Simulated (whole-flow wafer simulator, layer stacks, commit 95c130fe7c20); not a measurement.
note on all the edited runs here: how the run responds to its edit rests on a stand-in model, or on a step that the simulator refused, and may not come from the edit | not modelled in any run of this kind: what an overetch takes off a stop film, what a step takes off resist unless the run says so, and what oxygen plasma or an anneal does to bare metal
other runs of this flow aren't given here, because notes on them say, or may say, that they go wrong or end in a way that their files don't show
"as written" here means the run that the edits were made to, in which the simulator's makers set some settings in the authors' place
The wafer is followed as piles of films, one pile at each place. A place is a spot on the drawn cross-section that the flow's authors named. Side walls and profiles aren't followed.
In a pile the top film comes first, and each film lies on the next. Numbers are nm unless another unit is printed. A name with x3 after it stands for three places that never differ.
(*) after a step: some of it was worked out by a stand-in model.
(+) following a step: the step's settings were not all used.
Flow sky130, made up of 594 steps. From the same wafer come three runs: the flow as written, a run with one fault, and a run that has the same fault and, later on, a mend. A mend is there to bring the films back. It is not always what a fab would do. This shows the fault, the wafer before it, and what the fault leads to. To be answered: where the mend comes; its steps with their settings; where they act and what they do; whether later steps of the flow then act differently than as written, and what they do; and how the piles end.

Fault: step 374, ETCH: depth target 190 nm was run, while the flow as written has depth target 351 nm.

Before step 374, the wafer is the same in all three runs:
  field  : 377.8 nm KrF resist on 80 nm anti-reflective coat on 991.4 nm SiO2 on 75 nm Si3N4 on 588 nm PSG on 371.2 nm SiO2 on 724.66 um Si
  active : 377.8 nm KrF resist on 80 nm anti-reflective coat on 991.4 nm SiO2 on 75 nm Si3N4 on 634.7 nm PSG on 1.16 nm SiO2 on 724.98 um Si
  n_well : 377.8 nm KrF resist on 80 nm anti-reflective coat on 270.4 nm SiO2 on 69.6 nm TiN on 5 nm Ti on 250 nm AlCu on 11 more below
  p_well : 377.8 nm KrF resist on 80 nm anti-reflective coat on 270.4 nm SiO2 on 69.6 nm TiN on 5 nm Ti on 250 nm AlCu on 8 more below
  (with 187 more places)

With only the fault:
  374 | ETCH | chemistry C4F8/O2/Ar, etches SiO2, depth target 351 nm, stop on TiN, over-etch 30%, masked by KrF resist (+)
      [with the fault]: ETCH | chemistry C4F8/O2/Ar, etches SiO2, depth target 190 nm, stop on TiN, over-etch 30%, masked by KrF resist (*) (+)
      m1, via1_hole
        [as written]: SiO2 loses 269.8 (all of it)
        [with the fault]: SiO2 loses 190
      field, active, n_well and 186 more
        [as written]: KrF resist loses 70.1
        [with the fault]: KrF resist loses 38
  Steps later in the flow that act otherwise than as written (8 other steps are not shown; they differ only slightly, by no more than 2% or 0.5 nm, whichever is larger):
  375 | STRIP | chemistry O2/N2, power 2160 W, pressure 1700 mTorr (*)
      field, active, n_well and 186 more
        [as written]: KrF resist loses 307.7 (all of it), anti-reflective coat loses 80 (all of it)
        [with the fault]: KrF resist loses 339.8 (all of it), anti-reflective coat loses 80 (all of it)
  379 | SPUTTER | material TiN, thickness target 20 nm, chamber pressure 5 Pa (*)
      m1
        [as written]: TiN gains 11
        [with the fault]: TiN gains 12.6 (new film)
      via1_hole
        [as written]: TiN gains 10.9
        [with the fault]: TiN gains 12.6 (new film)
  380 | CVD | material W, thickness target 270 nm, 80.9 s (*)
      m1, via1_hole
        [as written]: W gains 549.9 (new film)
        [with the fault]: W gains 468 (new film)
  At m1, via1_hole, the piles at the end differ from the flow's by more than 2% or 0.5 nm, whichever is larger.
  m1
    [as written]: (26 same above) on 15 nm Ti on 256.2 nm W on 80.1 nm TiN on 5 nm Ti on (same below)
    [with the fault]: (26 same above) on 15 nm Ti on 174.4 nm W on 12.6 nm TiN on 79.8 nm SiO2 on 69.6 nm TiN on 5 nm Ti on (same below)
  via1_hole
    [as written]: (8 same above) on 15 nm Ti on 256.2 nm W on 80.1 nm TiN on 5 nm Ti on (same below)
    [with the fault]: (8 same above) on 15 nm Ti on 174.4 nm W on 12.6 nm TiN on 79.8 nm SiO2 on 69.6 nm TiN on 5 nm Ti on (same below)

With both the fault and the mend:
  After step 374 comes the mend.
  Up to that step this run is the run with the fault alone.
  374a | ETCH | chemistry C4F8/O2/Ar, etches SiO2, depth target 161 nm, stop on TiN, over-etch 30%, masked by KrF resist (+) (a further turn of the flow's step 374, with different settings)
      field, active, n_well and 186 more
        KrF resist loses 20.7
      m1, via1_hole
        SiO2 loses 79.8 (all of it)
  Steps later in the flow that act otherwise than as written:
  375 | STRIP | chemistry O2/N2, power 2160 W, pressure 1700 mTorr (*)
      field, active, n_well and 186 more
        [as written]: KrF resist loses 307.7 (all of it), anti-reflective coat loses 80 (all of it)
        [with the mend]: KrF resist loses 319.1 (all of it), anti-reflective coat loses 80 (all of it)
  The piles end the same as the flow's at every place that both follow.
